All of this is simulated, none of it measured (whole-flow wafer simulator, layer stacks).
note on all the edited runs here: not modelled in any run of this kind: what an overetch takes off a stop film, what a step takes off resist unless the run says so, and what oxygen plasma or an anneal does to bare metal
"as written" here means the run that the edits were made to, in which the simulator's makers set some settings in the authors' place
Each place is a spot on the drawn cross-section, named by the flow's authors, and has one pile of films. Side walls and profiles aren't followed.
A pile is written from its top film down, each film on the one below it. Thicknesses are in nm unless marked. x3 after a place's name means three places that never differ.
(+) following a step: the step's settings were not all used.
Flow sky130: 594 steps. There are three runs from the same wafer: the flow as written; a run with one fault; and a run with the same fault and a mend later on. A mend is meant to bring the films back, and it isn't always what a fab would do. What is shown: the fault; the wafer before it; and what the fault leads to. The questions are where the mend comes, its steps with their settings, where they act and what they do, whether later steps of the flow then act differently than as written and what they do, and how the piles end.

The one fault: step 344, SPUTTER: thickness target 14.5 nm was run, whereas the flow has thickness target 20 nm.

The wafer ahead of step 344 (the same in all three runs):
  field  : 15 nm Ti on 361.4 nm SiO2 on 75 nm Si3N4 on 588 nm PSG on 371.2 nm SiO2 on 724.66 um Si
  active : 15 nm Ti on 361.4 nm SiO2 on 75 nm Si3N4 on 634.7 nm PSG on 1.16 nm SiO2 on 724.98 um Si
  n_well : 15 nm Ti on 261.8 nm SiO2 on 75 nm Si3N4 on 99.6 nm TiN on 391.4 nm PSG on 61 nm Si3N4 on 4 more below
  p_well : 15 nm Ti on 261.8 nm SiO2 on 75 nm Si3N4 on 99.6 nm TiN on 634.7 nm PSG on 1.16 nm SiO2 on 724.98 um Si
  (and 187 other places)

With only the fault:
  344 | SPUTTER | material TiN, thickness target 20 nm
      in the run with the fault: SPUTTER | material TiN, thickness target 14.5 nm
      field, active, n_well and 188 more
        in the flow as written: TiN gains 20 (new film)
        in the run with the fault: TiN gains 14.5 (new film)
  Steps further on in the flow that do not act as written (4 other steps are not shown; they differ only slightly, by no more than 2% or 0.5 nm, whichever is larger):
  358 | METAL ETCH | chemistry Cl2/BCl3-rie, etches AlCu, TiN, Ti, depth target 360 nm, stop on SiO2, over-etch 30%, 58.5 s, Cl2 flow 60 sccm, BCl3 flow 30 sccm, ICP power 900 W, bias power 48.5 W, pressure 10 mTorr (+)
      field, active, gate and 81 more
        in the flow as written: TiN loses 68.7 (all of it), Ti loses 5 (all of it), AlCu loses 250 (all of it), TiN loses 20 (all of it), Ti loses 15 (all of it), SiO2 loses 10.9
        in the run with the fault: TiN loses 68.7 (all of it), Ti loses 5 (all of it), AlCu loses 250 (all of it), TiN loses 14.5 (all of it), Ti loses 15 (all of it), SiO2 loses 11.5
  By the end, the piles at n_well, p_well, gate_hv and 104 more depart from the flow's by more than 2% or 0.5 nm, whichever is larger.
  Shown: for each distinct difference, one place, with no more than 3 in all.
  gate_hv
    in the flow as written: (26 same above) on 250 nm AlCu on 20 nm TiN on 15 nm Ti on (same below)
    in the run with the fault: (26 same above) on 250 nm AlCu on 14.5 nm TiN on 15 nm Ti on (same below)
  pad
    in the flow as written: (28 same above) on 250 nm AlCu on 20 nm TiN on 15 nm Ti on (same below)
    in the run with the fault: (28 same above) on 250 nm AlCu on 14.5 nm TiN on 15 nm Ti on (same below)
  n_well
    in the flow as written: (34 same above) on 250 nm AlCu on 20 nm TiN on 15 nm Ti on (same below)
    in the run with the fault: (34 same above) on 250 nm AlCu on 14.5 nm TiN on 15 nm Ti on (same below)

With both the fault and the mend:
  The mend follows step 344.
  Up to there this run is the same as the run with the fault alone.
  344a | SPUTTER | material TiN, thickness target 5.5 nm (a further turn of the flow's step 344, with different settings)
      field, active, n_well and 188 more
        TiN gains 5.5
  None of the later steps of the flow acts differently than as written at any place that is followed.
  The piles end the same as the flow's at every place that both follow.
